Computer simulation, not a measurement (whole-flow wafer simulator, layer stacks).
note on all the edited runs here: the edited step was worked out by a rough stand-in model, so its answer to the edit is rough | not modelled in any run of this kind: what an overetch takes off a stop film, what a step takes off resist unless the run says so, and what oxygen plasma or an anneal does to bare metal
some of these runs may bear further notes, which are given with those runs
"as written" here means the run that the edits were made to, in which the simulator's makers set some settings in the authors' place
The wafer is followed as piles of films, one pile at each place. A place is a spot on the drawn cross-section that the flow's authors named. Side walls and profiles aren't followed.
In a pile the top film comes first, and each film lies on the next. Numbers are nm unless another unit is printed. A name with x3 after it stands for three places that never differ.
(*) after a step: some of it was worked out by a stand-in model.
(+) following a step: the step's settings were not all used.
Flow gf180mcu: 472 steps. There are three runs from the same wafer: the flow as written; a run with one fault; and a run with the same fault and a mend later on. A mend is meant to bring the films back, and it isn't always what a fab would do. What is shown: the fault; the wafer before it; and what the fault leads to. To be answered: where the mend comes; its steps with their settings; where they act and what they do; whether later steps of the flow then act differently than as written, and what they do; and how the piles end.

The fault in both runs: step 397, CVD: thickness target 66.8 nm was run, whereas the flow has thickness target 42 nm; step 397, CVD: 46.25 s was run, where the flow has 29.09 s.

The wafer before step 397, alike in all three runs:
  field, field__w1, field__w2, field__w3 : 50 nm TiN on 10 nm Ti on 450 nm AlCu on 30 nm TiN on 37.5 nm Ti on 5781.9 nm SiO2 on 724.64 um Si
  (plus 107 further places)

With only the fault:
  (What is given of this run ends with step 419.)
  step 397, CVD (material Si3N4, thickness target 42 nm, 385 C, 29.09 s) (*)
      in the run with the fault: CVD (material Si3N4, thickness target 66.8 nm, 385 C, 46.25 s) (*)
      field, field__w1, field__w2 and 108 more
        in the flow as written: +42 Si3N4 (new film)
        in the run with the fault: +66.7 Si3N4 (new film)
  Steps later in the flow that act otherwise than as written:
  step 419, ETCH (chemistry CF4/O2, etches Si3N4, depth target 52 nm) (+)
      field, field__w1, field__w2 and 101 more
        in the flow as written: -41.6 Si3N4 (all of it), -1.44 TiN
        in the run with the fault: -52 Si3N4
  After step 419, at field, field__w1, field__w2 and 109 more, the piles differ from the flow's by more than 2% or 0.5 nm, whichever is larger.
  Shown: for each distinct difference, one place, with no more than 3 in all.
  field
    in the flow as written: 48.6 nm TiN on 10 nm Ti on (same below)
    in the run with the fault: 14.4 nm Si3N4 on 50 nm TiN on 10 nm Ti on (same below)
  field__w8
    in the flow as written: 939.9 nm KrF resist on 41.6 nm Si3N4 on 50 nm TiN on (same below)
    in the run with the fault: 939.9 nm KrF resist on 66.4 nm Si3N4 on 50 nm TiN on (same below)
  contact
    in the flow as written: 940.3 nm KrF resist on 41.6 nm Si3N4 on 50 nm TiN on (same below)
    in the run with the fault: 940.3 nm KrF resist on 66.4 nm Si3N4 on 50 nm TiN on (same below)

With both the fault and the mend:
  After step 397 comes the mend.
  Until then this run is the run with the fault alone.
  step 397a, WET ETCH (chemistry H3PO4, depth target 24.8 nm, 160 C) (a further turn of the flow's step 14, with different settings)
      field, field__w1, field__w2 and 108 more
        -24.8 Si3N4
  Later steps of the flow that are run all act as written at every place that is followed, up to a difference of at most 2% or 0.5 nm, whichever is larger.
  At the end the piles are close to the flow's at the places that both follow, differing by at most 2% or 0.5 nm, whichever is larger.
